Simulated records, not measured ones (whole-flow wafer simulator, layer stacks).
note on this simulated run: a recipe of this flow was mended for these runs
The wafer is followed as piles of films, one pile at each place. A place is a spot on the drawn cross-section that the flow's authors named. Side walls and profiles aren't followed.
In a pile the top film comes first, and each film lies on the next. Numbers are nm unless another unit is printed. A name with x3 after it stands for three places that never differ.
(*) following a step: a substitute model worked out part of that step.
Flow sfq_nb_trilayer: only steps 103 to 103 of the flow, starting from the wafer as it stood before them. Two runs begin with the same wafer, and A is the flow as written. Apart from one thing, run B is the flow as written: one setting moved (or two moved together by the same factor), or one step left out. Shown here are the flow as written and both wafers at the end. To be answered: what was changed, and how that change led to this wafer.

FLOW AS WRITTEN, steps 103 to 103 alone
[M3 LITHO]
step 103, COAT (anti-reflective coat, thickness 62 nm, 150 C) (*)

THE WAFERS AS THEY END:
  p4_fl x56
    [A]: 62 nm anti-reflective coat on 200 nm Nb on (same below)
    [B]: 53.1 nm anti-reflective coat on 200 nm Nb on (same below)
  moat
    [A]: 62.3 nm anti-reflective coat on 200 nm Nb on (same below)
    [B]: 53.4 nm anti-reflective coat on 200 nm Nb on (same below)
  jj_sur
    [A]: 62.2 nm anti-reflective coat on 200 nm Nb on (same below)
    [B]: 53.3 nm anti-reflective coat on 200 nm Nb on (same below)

What caused this: step 103, COAT: thickness 53.1 nm was run, though the flow has thickness 62 nm.
The wafer itself shows it: p4_fl x56 has anti-reflective coat 53.1, and step 103 as written asks for 62 nm.

The path from the change to this, step by step:
  step 103, COAT (anti-reflective coat, thickness 62 nm, 150 C) (*)
      p4_fl x56, wl_j_sl x15, wl_d_m1, l0r_line_l x3, m0r_space_l x2: A anti-reflective coat gains 62 (new film) | B anti-reflective coat gains 53.1 (new film)
      moat, field_r, lsp_l and 6 more: A anti-reflective coat gains 62.3 (new film) | B anti-reflective coat gains 53.4 (new film)
      (and at 20 other places as well)
